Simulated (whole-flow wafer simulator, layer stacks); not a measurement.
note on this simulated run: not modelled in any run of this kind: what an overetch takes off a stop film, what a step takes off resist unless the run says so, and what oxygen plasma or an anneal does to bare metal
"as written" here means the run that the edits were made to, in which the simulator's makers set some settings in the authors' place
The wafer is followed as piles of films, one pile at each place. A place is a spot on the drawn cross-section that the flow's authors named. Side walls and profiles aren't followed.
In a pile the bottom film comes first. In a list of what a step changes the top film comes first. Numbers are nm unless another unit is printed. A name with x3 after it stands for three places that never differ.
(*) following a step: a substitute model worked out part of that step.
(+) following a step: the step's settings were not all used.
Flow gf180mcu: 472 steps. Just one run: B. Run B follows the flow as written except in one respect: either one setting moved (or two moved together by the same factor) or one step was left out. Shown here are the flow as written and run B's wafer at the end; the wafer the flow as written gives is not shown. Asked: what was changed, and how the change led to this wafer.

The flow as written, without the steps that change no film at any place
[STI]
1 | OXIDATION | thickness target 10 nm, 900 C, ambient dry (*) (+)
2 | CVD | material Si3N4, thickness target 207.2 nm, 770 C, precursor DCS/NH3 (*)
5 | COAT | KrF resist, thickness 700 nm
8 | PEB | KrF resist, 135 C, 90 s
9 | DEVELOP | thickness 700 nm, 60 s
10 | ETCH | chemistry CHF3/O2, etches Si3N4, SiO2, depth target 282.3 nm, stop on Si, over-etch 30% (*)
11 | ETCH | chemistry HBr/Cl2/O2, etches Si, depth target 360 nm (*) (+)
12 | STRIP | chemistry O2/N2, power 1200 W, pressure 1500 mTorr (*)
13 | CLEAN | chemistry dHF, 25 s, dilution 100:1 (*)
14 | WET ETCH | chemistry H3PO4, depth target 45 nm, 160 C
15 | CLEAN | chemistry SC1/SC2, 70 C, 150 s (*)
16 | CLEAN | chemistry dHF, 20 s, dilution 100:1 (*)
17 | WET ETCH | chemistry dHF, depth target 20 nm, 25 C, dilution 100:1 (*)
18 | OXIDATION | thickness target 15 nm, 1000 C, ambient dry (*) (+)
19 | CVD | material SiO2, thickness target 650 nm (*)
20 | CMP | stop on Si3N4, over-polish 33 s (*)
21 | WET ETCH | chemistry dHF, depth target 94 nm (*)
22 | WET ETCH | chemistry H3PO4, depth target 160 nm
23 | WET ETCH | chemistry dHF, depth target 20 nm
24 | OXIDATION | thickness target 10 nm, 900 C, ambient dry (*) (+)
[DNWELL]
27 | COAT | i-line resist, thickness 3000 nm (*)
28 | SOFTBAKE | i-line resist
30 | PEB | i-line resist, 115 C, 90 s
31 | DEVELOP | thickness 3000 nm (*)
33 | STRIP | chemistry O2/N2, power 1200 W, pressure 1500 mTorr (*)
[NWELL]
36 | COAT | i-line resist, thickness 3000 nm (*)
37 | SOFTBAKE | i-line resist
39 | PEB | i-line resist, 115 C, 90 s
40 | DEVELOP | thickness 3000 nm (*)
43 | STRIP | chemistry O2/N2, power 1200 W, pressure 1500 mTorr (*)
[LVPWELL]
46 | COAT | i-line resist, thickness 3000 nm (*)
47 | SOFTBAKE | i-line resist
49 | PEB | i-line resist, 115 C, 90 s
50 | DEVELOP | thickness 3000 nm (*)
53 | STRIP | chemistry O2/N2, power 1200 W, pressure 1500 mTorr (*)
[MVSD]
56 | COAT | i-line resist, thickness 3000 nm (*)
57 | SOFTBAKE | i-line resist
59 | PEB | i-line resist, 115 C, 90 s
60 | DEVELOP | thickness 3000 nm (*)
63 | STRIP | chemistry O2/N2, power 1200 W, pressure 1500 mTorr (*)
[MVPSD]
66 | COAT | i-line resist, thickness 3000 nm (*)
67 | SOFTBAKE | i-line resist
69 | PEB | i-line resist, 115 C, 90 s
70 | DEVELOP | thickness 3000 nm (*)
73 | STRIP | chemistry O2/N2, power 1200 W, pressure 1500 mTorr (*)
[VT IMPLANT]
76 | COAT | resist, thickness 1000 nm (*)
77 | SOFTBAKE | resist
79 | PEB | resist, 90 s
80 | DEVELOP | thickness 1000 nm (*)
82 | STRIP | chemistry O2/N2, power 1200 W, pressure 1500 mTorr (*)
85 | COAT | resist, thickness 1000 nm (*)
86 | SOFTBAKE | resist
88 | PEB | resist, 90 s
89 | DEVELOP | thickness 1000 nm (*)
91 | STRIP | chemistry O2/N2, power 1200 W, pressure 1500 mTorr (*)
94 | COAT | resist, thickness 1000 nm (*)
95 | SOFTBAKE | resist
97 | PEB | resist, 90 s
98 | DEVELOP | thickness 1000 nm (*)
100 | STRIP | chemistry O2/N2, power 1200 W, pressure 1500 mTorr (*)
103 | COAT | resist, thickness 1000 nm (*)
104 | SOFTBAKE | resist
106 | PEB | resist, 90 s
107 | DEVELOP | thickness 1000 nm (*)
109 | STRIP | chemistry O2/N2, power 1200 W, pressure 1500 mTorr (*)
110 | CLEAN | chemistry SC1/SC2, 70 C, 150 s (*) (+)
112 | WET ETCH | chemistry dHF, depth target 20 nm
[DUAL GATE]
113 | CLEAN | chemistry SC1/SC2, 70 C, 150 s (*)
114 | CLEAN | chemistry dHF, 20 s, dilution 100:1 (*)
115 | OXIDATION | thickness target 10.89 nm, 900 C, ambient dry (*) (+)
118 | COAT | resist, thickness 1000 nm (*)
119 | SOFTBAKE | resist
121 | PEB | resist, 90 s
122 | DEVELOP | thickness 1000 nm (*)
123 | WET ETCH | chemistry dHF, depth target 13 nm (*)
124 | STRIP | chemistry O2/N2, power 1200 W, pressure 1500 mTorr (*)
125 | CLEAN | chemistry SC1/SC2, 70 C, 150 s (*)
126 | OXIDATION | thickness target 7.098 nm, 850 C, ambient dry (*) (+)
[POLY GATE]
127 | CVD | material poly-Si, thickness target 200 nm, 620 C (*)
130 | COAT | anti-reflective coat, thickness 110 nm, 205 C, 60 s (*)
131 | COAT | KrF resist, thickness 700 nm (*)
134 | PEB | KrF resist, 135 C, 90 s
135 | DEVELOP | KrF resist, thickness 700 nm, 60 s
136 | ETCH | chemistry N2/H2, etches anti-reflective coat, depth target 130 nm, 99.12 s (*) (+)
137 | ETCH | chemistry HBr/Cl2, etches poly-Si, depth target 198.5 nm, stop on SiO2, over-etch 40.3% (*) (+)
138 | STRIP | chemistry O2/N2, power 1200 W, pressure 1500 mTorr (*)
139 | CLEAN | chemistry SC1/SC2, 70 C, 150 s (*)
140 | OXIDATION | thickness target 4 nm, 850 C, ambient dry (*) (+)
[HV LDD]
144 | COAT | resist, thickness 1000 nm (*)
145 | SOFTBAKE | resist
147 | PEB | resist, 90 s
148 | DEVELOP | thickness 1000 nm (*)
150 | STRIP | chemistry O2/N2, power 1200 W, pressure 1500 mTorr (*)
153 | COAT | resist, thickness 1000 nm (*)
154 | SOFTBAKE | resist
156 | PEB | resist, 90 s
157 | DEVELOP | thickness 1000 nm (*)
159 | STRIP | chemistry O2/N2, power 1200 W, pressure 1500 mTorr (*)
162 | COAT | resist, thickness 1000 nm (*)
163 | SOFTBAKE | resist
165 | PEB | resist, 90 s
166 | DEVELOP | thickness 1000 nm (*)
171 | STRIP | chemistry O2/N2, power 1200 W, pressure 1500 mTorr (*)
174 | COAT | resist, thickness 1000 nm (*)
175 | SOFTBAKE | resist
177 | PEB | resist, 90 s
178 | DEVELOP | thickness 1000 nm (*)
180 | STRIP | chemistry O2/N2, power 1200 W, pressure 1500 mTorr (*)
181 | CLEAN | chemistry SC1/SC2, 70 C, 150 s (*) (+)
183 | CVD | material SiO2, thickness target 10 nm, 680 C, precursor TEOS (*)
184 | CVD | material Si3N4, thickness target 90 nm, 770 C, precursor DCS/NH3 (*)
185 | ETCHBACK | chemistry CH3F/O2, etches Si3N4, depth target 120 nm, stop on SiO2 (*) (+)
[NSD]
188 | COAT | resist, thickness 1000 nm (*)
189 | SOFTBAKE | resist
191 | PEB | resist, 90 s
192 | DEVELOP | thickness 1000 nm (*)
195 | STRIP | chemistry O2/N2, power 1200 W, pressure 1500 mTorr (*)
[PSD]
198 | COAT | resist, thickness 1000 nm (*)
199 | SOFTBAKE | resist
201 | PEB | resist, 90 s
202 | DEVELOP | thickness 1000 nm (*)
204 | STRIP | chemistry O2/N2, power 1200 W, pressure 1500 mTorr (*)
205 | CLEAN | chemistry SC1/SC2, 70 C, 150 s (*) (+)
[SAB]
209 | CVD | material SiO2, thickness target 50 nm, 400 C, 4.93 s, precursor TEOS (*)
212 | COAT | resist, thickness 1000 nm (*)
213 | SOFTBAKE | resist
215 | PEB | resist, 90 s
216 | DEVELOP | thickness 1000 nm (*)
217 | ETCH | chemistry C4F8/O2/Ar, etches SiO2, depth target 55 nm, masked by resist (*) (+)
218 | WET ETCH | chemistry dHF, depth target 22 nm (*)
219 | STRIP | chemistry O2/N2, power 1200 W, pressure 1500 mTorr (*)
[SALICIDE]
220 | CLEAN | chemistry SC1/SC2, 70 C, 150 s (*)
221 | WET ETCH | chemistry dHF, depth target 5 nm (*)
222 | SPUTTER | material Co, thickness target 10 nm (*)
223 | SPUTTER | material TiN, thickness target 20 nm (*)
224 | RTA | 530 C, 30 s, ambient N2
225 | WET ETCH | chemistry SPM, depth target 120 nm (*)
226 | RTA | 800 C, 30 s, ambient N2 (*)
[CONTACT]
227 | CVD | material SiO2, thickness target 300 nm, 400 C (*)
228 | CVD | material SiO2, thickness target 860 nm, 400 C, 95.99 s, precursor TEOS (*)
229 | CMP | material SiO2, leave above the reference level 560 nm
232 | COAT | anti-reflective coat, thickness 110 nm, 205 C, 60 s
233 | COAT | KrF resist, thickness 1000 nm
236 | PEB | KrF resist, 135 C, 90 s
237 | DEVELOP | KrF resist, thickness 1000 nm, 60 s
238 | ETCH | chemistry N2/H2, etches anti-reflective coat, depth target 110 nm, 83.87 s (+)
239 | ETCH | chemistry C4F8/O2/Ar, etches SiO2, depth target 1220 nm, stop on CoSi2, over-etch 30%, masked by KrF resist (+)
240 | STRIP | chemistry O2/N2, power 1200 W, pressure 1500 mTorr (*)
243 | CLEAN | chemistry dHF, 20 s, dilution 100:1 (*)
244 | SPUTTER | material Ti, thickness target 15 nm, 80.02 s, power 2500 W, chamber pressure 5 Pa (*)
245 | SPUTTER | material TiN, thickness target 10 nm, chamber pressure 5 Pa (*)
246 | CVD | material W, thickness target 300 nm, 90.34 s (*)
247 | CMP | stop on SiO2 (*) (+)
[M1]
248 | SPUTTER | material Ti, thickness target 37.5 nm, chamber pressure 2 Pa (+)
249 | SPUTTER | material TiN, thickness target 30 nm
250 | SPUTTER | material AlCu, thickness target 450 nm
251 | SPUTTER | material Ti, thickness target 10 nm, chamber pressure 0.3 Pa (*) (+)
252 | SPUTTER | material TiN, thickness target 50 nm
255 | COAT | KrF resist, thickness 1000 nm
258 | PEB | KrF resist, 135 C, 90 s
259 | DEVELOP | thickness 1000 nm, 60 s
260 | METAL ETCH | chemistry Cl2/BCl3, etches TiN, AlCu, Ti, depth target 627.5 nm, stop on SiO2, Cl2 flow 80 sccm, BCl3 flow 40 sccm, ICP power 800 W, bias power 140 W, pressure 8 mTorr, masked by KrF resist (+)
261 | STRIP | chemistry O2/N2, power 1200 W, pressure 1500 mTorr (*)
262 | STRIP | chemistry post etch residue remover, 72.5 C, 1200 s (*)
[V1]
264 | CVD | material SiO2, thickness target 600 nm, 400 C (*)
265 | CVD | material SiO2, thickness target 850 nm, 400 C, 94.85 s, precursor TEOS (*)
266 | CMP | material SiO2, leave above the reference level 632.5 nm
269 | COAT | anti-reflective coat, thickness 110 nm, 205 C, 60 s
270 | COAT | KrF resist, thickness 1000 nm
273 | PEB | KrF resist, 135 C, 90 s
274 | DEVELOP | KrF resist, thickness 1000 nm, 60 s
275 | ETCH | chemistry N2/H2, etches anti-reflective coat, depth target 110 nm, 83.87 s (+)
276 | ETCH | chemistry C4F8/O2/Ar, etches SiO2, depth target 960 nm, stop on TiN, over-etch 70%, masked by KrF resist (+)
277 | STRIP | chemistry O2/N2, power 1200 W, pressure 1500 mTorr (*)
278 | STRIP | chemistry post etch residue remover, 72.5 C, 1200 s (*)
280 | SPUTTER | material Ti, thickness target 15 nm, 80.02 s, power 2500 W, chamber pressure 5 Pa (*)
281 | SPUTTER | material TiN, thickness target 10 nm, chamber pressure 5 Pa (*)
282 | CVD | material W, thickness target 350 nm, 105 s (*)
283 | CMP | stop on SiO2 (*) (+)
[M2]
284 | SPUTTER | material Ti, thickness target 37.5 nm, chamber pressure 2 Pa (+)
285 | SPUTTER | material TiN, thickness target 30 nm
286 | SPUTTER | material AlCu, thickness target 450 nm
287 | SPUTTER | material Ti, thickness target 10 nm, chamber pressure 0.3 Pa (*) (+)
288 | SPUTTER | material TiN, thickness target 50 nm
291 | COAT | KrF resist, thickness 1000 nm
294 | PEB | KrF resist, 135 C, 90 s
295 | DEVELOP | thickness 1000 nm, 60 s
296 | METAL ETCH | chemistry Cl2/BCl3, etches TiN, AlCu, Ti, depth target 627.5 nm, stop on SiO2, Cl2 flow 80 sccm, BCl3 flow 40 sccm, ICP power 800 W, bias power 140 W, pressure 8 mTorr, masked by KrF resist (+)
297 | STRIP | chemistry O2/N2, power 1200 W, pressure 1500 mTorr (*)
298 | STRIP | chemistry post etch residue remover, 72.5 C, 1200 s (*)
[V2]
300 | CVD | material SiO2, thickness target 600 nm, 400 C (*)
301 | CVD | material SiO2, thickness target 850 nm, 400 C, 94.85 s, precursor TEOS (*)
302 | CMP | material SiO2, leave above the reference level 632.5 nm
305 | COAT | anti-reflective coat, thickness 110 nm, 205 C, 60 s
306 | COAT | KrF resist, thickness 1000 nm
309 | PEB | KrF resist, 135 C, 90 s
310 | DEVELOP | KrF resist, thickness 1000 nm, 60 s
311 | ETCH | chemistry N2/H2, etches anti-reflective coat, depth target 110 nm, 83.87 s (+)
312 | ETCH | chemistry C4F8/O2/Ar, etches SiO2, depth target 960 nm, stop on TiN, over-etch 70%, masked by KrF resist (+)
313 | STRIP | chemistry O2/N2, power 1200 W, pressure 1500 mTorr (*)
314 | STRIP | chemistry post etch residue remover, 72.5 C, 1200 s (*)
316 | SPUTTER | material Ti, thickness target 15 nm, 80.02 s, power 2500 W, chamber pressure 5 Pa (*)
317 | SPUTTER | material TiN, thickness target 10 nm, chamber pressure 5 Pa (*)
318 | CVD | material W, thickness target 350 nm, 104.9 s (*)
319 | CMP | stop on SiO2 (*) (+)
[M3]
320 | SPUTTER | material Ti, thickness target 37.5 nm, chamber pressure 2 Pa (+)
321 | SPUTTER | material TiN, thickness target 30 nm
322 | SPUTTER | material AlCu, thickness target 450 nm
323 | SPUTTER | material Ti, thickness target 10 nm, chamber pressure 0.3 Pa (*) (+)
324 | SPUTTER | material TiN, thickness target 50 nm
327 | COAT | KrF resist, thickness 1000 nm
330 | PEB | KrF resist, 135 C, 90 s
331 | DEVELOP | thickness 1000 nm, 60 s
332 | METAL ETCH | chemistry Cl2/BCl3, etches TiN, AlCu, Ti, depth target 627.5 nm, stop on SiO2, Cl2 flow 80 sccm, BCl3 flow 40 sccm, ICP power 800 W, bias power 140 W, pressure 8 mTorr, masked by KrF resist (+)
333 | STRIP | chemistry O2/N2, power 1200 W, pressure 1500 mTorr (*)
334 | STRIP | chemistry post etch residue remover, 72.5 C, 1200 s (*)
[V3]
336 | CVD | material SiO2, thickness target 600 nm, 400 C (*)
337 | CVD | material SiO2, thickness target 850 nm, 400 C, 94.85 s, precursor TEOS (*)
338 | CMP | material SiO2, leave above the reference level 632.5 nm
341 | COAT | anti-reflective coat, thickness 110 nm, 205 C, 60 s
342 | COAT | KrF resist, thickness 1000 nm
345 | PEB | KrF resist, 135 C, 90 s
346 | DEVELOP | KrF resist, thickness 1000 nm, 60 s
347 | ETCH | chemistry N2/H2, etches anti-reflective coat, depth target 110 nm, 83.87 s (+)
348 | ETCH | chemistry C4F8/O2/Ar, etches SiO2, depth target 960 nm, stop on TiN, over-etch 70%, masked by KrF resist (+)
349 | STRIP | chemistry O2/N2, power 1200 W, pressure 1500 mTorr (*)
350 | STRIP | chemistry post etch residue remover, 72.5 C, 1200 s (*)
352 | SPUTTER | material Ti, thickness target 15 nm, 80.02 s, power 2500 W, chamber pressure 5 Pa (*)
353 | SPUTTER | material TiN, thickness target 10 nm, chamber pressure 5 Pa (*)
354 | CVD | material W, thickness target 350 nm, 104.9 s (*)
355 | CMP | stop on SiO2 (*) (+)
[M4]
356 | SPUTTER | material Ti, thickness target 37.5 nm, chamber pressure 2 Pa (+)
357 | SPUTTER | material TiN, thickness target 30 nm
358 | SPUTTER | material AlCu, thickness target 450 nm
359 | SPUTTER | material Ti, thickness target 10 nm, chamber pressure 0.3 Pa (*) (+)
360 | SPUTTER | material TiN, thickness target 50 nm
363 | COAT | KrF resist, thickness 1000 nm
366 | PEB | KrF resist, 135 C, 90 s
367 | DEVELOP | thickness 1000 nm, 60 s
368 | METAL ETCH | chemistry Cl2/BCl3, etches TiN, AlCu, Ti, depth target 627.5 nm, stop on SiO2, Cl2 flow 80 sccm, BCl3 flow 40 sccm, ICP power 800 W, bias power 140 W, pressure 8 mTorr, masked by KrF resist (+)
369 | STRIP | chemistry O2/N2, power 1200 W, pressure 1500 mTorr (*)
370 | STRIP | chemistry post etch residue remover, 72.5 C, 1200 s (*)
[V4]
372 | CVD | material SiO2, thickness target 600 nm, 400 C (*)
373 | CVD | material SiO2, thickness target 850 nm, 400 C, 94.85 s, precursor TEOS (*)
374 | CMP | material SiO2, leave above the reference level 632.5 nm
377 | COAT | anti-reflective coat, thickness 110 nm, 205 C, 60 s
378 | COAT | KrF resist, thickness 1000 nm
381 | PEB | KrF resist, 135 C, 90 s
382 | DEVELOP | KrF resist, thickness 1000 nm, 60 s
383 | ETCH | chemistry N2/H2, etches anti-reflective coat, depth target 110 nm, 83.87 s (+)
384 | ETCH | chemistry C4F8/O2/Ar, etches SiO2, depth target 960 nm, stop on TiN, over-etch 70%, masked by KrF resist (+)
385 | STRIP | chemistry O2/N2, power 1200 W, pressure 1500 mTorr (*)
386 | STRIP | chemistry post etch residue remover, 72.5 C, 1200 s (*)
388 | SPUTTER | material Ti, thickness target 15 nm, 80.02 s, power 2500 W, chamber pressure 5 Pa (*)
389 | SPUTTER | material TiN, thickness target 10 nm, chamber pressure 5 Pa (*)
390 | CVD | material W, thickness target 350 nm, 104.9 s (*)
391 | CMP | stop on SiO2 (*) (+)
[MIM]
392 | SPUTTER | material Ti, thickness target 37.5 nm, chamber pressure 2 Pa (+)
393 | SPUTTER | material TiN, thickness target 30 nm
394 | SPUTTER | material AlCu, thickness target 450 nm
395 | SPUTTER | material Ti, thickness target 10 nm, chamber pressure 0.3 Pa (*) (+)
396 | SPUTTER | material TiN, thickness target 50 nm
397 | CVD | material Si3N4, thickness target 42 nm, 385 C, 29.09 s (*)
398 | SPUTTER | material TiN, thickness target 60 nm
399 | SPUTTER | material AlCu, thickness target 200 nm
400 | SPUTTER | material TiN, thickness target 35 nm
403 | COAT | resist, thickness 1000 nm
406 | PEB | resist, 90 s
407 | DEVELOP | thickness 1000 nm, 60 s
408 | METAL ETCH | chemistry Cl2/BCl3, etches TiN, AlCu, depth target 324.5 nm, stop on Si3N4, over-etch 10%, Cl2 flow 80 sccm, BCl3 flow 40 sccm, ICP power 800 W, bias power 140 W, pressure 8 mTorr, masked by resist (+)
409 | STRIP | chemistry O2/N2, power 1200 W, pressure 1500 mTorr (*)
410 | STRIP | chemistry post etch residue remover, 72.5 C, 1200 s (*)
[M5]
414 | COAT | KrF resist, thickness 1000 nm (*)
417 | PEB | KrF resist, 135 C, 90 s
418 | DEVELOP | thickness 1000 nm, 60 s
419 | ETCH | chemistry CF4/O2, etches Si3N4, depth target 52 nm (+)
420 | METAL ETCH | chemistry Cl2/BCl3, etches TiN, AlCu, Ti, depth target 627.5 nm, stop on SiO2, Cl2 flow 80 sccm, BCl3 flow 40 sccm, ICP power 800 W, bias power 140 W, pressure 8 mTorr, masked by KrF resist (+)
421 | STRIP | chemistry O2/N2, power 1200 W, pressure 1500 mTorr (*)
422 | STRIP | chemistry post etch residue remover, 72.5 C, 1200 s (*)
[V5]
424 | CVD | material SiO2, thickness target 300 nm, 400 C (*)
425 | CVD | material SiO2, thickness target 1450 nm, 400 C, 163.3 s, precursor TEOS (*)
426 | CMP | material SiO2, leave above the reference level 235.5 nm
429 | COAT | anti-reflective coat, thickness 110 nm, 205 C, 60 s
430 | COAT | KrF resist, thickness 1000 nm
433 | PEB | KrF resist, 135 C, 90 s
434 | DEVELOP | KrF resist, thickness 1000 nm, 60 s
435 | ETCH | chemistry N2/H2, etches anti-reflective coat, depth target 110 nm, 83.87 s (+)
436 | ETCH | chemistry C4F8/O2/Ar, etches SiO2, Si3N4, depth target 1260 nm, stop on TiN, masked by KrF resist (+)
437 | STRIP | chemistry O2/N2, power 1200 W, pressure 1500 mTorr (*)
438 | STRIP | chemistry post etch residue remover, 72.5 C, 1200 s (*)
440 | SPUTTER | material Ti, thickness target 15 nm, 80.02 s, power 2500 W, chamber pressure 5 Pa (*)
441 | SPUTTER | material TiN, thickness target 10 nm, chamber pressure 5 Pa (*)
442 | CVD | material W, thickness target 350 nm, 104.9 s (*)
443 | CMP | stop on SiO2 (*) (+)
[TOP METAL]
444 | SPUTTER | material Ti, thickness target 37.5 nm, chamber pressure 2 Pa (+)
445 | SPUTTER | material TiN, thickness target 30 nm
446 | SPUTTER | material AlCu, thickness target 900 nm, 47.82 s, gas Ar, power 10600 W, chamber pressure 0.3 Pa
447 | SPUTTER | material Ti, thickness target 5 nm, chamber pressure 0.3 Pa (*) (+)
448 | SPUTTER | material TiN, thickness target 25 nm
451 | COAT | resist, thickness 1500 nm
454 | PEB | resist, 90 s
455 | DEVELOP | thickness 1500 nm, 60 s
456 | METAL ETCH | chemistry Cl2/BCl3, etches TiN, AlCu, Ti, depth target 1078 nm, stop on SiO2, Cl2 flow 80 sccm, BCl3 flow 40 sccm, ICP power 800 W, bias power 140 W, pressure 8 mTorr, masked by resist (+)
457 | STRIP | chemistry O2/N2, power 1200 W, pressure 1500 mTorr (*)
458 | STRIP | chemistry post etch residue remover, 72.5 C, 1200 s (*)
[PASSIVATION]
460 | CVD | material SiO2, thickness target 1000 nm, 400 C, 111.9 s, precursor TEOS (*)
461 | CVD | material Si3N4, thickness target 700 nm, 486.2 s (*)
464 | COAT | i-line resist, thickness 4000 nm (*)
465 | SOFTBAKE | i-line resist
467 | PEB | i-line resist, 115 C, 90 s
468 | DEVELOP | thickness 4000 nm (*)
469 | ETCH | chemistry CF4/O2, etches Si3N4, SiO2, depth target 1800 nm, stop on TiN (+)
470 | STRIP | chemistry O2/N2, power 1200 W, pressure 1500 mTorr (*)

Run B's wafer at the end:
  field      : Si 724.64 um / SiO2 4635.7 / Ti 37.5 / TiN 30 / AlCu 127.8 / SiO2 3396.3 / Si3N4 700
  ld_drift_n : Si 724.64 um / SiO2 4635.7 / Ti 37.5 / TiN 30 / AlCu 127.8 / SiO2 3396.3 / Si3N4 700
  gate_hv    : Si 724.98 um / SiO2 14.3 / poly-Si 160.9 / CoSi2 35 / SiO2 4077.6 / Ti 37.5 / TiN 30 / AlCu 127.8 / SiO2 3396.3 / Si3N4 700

Cause: step 368, METAL ETCH: depth target 376.5 nm was run, though the flow has depth target 627.5 nm.

Step by step, how the change led to this:
  368 | METAL ETCH | chemistry Cl2/BCl3, etches TiN, AlCu, Ti, depth target 627.5 nm, stop on SiO2, Cl2 flow 80 sccm, BCl3 flow 40 sccm, ICP power 800 W, bias power 140 W, pressure 8 mTorr, masked by KrF resist (+)
      field, field__w1, field__w2 and 103 more: -50 TiN (all of it), -10 Ti (all of it), -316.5 AlCu (as written it would have been: -50 TiN (all of it), -10 Ti (all of it), -450 AlCu (all of it), -30 TiN (all of it), -37.5 Ti (all of it))
      field__w8, contact, m1, m1__w1, m1_nw: -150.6 KrF resist (as written it would have been: -251 KrF resist)
  369 | STRIP | chemistry O2/N2, power 1200 W, pressure 1500 mTorr (*)
      field__w8, contact, m1, m1__w1, m1_nw: -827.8 KrF resist (all of it) (as written it would have been: -727.4 KrF resist (all of it))
  370 | STRIP | chemistry post etch residue remover, 72.5 C, 1200 s (*)
      field, field__w1, field__w2 and 103 more: -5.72 AlCu (as written it would have been: nothing)
  372 | CVD | material SiO2, thickness target 600 nm, 400 C (*)
      field, field__w1, field__w2 and 103 more: +600 SiO2 (new film) (as written it would have been: +600 SiO2)
  374 | CMP | material SiO2, leave above the reference level 632.5 nm
      field, field__w1, field__w2 and 103 more: -495.3 SiO2 (as written it would have been: -300 SiO2)
If metal films that touch count as one body, field has 1 body; the flow as written gives 0 bodies.
If metal films that touch count as one body, ld_drift_n has 1 body; the flow as written gives 0 bodies.
If metal films that touch count as one body, gate_hv has 2 bodies (between them, from the top down: SiO2 4077.6); the flow as written gives 1 body.
